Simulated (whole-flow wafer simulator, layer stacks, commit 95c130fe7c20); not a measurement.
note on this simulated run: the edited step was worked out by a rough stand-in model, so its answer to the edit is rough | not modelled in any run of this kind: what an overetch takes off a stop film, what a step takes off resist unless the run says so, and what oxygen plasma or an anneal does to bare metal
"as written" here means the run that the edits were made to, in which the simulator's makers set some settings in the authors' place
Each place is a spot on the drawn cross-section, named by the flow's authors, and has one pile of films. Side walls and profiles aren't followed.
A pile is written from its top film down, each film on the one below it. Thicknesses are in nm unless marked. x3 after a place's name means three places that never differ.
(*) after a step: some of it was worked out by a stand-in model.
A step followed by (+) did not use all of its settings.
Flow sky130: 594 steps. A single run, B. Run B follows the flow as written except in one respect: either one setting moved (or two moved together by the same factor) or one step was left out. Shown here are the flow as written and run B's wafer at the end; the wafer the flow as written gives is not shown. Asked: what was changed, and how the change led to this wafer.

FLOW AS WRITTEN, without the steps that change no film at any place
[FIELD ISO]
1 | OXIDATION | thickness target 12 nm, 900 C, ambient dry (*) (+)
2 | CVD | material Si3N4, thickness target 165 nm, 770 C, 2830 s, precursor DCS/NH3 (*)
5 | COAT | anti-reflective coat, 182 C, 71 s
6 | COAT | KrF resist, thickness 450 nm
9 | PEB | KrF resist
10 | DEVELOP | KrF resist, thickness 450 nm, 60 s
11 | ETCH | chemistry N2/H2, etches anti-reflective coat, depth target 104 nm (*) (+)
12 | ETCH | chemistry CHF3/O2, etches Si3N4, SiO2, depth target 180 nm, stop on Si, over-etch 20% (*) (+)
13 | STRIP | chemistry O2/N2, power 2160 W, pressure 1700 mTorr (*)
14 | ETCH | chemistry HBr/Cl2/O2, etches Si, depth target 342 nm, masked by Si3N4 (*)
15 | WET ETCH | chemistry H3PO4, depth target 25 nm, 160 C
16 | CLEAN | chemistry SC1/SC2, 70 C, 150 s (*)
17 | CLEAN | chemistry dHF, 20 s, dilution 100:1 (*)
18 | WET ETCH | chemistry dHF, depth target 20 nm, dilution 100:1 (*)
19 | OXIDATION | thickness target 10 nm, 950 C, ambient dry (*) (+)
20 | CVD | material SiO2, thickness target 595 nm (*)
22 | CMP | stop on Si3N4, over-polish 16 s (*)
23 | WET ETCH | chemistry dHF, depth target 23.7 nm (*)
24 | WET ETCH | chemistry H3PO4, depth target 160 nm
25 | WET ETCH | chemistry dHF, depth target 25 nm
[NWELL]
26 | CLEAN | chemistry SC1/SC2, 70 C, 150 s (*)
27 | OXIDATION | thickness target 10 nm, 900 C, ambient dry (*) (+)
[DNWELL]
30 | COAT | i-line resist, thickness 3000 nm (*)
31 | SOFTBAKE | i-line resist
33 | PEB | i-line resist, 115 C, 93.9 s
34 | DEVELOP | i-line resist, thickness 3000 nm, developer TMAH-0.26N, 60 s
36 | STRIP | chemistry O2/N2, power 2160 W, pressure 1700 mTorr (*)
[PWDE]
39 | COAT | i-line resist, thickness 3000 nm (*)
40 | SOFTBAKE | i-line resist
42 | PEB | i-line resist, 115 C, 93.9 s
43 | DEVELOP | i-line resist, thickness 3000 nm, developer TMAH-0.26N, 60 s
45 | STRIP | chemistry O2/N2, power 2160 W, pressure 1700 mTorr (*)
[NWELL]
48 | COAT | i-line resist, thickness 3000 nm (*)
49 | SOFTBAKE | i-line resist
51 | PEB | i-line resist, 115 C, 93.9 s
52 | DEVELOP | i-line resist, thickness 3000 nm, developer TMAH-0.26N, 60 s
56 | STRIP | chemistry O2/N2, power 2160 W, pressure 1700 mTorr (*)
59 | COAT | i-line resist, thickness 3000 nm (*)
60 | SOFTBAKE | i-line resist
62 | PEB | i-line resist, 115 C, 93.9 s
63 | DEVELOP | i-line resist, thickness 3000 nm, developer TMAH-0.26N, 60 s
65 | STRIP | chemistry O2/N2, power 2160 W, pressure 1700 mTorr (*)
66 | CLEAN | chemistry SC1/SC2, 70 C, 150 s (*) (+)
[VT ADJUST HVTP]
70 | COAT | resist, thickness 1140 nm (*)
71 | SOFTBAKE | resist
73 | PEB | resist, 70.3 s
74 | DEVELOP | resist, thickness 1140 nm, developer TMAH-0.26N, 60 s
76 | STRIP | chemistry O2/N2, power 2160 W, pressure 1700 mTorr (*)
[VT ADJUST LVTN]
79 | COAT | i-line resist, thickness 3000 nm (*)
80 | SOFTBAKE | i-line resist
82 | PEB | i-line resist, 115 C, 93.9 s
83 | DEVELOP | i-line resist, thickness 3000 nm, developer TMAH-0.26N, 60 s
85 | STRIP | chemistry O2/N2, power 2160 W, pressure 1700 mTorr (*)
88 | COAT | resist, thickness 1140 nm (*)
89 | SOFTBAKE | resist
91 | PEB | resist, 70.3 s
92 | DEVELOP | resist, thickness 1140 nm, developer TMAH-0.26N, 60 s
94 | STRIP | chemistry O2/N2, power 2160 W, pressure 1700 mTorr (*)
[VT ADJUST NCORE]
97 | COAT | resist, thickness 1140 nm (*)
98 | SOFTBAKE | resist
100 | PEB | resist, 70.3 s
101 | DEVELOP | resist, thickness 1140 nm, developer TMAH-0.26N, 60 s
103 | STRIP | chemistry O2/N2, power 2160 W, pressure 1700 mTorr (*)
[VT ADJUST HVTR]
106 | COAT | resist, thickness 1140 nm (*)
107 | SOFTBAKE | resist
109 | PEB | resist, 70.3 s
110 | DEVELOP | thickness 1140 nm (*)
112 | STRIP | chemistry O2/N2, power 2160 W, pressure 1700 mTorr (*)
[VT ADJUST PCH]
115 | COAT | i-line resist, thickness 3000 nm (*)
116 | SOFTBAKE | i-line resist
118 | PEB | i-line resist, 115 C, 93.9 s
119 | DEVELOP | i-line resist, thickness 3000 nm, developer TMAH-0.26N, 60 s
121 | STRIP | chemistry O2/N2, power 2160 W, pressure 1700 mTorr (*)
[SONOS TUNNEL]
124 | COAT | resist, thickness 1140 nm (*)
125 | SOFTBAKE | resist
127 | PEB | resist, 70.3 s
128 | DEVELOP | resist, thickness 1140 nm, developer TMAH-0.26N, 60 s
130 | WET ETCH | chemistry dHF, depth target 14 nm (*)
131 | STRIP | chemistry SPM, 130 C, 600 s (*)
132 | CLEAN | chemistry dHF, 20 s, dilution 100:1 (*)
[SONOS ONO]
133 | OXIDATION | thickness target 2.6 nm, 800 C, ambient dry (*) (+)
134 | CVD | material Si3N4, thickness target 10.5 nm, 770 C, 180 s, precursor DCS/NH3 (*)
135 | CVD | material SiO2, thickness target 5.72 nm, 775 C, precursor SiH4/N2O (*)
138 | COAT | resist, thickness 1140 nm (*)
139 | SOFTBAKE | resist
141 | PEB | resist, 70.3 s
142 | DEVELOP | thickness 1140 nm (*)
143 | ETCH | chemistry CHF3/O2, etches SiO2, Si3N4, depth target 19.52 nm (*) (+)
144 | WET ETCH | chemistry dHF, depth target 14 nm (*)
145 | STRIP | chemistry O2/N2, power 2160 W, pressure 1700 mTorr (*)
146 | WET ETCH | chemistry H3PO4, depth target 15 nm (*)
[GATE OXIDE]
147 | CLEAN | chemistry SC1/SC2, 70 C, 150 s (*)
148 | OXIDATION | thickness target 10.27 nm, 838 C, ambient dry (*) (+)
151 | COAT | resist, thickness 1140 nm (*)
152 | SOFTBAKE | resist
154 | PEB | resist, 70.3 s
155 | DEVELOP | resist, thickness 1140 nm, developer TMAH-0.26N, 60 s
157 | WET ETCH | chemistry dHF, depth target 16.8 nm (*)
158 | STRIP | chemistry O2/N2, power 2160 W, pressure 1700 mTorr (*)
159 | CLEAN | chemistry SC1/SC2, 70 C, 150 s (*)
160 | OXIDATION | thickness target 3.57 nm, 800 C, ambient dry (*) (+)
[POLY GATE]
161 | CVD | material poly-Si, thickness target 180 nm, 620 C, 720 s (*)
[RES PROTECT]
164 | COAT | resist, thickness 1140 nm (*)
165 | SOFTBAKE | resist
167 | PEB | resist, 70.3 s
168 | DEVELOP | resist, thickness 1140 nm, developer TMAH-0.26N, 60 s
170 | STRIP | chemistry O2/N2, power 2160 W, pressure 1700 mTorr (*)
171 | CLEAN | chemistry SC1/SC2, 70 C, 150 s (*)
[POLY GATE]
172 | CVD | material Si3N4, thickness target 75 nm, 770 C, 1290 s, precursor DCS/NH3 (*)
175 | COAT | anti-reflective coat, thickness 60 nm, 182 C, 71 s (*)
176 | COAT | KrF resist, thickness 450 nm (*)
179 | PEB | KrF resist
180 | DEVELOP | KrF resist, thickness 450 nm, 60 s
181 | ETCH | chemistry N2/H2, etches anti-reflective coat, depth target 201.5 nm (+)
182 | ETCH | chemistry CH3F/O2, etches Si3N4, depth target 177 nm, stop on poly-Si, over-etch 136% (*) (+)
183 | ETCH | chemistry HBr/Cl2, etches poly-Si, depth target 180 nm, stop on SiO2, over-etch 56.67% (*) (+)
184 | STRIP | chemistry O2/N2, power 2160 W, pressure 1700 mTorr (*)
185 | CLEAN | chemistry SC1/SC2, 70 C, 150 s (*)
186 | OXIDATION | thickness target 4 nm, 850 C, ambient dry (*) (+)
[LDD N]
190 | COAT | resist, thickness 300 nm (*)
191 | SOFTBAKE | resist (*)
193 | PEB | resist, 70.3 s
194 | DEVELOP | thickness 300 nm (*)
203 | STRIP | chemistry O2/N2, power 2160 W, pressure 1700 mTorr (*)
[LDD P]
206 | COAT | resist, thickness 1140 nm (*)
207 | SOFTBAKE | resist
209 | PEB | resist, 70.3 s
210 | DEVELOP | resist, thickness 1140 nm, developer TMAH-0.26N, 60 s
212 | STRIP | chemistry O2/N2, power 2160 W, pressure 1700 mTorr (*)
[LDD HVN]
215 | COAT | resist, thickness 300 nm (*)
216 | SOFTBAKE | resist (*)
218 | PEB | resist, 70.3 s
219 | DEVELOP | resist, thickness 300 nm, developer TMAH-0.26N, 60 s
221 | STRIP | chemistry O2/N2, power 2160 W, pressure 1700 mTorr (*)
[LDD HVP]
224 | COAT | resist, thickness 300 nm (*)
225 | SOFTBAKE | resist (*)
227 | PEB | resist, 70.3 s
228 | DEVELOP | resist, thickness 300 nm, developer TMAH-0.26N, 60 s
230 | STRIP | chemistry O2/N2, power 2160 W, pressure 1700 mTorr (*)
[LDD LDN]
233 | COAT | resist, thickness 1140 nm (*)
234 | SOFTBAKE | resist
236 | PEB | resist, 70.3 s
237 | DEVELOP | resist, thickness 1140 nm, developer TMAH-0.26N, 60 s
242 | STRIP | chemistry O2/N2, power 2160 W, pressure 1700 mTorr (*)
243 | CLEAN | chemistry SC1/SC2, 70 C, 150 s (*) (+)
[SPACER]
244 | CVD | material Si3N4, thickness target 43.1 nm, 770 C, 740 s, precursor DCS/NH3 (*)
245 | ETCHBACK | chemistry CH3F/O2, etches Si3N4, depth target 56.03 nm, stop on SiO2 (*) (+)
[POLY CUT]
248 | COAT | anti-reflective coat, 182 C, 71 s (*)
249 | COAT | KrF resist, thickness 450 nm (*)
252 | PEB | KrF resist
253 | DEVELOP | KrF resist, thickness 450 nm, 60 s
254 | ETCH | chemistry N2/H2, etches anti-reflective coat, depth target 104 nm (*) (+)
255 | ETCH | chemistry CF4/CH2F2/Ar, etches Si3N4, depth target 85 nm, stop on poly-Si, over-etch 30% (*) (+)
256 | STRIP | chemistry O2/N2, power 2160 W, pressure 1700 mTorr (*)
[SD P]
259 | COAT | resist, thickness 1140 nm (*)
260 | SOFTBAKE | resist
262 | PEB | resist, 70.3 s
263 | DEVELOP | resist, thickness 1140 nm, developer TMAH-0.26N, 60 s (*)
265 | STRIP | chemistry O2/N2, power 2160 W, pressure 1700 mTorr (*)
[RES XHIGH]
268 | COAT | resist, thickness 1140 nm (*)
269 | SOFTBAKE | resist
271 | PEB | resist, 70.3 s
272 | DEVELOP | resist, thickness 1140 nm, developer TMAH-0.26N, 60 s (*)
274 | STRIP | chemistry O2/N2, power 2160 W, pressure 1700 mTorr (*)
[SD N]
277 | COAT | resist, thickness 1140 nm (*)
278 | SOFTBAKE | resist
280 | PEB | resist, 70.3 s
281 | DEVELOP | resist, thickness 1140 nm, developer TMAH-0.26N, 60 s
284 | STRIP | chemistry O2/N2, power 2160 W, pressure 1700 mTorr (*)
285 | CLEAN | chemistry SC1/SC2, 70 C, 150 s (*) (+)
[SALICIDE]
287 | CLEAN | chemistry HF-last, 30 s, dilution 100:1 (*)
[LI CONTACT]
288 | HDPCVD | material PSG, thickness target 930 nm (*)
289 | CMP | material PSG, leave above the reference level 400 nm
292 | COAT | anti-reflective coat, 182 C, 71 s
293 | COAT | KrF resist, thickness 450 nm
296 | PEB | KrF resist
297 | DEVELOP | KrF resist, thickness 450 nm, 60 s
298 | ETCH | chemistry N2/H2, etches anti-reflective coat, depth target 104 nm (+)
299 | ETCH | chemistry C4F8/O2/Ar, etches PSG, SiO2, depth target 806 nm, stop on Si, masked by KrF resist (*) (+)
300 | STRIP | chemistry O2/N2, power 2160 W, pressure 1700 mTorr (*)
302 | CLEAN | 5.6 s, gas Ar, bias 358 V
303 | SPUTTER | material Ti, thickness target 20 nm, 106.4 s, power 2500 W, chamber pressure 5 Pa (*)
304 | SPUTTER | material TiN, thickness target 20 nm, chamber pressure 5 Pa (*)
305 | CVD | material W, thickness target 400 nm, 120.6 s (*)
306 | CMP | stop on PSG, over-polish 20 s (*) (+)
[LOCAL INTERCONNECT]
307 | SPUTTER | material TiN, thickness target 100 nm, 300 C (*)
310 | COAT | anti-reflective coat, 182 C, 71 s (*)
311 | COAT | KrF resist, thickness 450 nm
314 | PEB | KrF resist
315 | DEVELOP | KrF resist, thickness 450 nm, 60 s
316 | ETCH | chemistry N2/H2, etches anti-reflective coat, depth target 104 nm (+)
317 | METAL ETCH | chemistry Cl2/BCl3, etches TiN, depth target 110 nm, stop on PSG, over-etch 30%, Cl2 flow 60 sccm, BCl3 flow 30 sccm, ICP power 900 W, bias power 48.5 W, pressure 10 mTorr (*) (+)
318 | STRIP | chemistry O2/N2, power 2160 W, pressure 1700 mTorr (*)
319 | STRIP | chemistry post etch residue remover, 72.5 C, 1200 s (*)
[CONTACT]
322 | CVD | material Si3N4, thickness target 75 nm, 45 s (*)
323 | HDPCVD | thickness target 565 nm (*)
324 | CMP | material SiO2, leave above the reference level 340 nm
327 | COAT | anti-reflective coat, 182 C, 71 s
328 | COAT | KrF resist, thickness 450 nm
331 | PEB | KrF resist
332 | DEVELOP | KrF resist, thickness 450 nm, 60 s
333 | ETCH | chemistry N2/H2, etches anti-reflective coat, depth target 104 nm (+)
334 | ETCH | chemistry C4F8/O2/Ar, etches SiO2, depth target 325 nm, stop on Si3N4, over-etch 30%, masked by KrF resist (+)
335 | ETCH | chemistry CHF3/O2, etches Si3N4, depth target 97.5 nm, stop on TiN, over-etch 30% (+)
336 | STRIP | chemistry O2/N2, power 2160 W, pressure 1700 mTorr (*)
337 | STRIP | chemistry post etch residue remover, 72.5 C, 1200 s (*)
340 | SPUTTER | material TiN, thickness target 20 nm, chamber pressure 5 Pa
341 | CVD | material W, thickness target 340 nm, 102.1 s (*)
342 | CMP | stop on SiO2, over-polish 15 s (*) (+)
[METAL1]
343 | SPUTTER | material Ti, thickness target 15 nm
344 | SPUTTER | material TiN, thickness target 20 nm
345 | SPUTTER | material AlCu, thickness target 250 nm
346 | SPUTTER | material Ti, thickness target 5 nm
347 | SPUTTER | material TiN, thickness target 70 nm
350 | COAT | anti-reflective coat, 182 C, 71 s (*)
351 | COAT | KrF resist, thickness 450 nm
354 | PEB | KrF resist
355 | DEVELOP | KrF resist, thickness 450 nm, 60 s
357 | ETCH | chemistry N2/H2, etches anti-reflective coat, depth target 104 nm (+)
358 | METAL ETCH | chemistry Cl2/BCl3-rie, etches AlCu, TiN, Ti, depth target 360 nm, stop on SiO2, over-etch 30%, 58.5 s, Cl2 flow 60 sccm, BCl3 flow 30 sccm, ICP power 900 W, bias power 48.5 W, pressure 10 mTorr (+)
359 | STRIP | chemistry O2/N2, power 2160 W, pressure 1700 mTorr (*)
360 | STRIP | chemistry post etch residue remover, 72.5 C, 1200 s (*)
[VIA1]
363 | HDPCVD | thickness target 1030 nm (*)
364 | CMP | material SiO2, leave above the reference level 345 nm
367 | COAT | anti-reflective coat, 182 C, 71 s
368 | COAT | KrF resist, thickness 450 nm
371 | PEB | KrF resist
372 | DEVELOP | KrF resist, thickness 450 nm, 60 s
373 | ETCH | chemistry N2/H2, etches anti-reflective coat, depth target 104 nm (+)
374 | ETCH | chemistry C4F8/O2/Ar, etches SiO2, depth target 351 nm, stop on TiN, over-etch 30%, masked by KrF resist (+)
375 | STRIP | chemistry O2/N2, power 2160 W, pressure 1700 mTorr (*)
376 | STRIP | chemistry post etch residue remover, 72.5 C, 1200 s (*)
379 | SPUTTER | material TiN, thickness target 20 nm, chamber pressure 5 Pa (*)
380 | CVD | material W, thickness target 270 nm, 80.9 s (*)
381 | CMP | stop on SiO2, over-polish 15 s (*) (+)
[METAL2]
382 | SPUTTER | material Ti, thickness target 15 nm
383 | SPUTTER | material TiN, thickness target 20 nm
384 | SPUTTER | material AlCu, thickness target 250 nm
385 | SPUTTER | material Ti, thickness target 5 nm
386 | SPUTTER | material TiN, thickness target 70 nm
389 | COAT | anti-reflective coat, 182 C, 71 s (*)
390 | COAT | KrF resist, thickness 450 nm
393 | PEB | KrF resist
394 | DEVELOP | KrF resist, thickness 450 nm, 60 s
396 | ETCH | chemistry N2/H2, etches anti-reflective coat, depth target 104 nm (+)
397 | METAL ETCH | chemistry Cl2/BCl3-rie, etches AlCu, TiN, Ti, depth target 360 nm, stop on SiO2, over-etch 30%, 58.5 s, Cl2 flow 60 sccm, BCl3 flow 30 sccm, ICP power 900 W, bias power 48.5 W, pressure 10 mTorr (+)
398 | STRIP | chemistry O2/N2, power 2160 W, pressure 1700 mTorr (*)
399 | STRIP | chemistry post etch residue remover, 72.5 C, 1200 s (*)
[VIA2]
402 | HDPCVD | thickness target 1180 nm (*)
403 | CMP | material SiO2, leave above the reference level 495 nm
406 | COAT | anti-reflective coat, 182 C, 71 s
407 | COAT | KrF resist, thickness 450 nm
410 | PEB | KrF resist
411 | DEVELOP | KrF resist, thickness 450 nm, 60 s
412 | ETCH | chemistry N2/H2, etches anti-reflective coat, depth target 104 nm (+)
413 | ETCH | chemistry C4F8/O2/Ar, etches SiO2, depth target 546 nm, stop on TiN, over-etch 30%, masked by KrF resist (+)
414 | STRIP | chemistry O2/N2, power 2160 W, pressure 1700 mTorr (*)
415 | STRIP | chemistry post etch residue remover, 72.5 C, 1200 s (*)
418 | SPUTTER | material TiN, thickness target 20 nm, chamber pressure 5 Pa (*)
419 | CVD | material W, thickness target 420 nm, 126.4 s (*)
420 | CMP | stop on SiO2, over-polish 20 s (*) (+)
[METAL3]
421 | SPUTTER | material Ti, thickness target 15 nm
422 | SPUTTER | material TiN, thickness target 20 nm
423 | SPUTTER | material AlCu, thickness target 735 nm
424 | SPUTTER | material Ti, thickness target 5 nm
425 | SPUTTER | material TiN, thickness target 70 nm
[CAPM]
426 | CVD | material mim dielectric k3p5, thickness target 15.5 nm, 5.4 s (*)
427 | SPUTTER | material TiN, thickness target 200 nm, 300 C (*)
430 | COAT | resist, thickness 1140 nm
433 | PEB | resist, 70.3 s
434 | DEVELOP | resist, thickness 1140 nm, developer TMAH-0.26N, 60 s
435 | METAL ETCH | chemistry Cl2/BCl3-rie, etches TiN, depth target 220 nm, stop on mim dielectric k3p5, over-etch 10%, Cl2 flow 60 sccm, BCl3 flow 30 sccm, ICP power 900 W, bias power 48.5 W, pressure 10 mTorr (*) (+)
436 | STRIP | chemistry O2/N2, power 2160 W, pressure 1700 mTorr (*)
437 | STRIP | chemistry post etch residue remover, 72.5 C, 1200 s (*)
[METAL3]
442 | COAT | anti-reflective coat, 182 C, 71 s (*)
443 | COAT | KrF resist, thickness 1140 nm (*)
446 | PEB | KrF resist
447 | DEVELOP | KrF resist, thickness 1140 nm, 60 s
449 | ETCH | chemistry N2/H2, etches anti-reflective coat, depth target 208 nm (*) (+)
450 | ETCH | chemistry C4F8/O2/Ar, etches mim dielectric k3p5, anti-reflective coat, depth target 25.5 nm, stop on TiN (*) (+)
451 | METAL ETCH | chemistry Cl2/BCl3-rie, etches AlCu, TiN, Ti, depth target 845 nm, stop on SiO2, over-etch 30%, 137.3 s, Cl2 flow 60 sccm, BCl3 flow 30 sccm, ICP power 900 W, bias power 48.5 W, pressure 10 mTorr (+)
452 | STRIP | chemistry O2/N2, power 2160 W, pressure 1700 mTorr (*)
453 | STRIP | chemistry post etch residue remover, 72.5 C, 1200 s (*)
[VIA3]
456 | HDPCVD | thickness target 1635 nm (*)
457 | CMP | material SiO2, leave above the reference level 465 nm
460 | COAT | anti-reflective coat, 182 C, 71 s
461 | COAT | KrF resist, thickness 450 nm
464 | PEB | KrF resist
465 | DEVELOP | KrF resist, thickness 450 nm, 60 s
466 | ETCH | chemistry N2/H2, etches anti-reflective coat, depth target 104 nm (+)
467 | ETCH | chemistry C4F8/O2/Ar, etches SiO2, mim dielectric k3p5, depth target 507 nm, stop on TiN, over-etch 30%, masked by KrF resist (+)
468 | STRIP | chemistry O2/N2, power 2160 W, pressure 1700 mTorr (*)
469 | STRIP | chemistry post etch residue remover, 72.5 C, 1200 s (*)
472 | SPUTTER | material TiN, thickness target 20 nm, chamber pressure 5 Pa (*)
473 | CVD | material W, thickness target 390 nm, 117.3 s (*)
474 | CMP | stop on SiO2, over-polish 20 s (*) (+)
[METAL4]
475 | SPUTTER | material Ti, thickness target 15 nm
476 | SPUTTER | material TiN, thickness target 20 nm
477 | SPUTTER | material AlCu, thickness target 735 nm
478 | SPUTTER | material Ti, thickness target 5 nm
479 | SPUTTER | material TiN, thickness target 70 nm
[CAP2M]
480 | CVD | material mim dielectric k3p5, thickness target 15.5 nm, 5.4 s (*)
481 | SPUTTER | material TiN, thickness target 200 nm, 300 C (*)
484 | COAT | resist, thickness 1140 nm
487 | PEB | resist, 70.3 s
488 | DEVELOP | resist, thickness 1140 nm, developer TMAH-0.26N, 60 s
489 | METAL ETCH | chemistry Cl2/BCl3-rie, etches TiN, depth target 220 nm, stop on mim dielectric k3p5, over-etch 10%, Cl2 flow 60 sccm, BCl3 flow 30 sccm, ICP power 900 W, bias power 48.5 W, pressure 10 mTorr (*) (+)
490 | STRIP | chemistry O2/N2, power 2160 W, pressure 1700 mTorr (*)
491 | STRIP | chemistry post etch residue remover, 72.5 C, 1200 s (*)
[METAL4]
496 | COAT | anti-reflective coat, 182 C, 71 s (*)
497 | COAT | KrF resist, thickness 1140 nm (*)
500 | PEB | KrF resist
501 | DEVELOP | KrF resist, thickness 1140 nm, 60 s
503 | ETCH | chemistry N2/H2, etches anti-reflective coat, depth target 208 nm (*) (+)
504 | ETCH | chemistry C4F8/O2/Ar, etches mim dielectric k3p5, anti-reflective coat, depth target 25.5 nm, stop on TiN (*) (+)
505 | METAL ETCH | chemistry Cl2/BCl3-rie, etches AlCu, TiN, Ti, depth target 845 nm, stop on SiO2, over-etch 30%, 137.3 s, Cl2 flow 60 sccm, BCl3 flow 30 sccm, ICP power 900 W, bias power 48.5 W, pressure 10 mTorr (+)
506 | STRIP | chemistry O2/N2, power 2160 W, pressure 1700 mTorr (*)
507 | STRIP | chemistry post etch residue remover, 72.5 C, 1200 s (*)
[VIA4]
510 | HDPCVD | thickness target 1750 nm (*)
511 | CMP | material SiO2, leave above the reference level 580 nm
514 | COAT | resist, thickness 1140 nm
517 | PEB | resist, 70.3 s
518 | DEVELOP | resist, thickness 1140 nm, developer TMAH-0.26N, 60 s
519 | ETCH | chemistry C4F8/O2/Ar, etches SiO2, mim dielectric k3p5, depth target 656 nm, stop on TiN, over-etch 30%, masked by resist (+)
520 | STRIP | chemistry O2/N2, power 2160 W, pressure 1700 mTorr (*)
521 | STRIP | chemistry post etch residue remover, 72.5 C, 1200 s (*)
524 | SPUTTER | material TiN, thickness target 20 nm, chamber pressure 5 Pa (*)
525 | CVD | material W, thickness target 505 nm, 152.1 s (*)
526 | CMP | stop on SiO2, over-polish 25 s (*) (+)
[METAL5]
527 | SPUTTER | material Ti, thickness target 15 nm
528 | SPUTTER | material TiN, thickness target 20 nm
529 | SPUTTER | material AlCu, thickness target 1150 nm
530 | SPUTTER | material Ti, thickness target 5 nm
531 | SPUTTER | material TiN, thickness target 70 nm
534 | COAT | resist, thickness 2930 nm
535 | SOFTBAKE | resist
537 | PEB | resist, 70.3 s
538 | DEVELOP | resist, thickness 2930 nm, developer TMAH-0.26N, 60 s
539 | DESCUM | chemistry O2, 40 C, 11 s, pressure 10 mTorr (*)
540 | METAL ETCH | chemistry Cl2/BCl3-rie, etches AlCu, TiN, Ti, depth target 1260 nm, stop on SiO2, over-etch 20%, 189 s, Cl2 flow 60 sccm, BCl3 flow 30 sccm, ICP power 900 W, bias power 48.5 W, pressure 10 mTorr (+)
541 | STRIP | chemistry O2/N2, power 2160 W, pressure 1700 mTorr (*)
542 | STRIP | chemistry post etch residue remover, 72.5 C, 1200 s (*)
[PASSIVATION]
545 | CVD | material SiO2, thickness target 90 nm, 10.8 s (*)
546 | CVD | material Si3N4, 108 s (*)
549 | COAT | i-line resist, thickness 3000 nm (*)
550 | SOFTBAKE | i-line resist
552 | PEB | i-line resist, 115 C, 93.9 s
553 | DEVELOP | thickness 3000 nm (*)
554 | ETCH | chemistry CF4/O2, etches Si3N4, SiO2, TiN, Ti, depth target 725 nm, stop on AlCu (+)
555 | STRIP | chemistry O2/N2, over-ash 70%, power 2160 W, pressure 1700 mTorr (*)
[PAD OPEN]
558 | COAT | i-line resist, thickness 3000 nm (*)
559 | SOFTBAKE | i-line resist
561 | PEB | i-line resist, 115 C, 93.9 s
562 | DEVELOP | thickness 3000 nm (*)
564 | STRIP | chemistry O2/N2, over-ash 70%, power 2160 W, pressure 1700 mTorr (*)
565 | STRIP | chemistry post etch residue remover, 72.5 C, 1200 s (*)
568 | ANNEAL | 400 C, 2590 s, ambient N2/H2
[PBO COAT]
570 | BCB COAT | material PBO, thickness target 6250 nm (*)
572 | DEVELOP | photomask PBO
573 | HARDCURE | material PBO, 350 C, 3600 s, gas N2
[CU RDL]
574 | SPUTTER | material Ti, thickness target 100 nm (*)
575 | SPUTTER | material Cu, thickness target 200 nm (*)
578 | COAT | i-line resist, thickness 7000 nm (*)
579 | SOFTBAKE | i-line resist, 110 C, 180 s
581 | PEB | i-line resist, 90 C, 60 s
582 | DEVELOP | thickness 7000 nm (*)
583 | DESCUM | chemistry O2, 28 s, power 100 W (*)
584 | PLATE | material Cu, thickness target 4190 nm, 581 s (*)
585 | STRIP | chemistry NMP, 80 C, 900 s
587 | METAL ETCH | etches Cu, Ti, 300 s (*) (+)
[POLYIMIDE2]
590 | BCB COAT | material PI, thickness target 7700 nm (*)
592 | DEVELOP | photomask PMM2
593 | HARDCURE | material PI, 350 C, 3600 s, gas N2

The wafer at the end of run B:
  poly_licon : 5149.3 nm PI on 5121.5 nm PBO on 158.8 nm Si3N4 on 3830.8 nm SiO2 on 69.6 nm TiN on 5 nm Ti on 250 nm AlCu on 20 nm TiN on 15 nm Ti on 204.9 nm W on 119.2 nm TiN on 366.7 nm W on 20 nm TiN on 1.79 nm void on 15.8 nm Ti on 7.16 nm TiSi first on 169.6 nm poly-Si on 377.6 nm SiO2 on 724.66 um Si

The reason: step 341, CVD: thickness target 204 nm was run, while the flow as written has thickness target 340 nm; step 341, CVD: 61.27 s was run, where the flow has 102.1 s.

How this came from the change, step by step:
  341 | CVD | material W, thickness target 340 nm, 102.1 s (*)
      field, active, n_well and 185 more: W gains 204.9 (new film) (as written it would have been: W gains 340 (new film))
      ndiff_licon, ndiff_licon_cpp, rpo_hd_licon: W gains 555.4 (new film) (as written it would have been: W gains 690.5 (new film))
  342 | CMP | stop on SiO2, over-polish 15 s (*) (+)
      poly_licon: nothing (as written it would have been: W loses 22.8)
      field, active, n_well and 184 more: W loses 204.9 (all of it), TiN loses 20 (all of it), SiO2 loses 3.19 (as written it would have been: W loses 340 (all of it), TiN loses 20 (all of it), SiO2 loses 3.19)
      (as well as at 3 more places)
  350 | COAT | anti-reflective coat, 182 C, 71 s (*)
      poly_licon: anti-reflective coat gains 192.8 (new film) (as written it would have been: anti-reflective coat gains 80.5 (new film))
  359 | STRIP | chemistry O2/N2, power 2160 W, pressure 1700 mTorr (*)
      poly_licon: KrF resist loses 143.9 (all of it), anti-reflective coat loses 192.8 (all of it) (as written it would have been: KrF resist loses 143.9 (all of it), anti-reflective coat loses 80.5 (all of it))
  364 | CMP | material SiO2, leave above the reference level 345 nm
      poly_licon: SiO2 loses 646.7 (as written it would have been: SiO2 loses 759)
